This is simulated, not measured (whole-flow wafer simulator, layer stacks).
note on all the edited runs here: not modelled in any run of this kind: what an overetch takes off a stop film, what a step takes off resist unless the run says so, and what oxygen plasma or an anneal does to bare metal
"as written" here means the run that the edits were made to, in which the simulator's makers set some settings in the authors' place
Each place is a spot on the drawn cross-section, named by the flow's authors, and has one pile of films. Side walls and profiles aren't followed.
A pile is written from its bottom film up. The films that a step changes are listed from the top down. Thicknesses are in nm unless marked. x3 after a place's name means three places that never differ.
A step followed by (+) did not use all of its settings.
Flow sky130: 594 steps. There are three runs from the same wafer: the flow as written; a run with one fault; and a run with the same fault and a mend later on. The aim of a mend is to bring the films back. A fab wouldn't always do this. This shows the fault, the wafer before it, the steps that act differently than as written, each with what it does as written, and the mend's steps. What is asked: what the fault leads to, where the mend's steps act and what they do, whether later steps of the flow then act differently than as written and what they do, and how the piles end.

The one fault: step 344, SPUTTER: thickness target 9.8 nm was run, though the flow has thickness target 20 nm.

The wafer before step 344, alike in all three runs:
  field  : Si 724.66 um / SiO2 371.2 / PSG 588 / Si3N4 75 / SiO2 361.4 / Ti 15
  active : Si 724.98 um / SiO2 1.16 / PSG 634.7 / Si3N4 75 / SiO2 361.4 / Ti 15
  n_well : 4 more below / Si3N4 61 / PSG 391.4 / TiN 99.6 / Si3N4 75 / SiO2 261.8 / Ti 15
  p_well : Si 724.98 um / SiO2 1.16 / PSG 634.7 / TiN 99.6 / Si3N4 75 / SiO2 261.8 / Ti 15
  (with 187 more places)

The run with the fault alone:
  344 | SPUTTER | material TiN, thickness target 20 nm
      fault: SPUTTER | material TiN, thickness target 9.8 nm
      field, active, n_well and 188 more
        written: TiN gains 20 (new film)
        fault: TiN gains 9.8 (new film)
  Steps later in the flow that act otherwise than as written (15 other steps are not shown; they differ only slightly, by no more than 2% or 0.5 nm, whichever is larger):
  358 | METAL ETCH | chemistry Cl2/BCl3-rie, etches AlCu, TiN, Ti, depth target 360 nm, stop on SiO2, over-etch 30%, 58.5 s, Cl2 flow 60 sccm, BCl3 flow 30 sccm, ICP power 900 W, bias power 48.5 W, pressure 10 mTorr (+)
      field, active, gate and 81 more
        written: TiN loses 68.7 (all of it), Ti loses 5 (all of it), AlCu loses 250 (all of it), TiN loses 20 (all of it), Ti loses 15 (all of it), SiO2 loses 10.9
        fault: TiN loses 68.7 (all of it), Ti loses 5 (all of it), AlCu loses 250 (all of it), TiN loses 9.8 (all of it), Ti loses 15 (all of it), SiO2 loses 12
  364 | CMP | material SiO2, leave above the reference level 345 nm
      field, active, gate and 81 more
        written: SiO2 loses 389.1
        fault: SiO2 loses 398.2
  The piles end different from the flow's at n_well, p_well, gate_hv and 104 more by more than 2% or 0.5 nm, whichever is larger.
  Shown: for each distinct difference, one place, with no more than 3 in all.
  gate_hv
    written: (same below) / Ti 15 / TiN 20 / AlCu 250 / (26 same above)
    fault: (same below) / Ti 15 / TiN 9.8 / AlCu 250 / (26 same above)
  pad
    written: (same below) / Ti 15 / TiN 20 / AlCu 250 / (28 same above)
    fault: (same below) / Ti 15 / TiN 9.8 / AlCu 250 / (28 same above)
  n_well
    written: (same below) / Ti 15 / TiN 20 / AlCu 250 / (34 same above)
    fault: (same below) / Ti 15 / TiN 9.8 / AlCu 250 / (34 same above)

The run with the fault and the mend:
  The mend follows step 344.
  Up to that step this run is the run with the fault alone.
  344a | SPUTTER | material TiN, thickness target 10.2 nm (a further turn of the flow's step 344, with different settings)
      field, active, n_well and 188 more
        TiN gains 10.2
  Every later step of the flow that is run acts as written at every place that is followed.
  At every place that both follow, the piles at the end match the flow's.
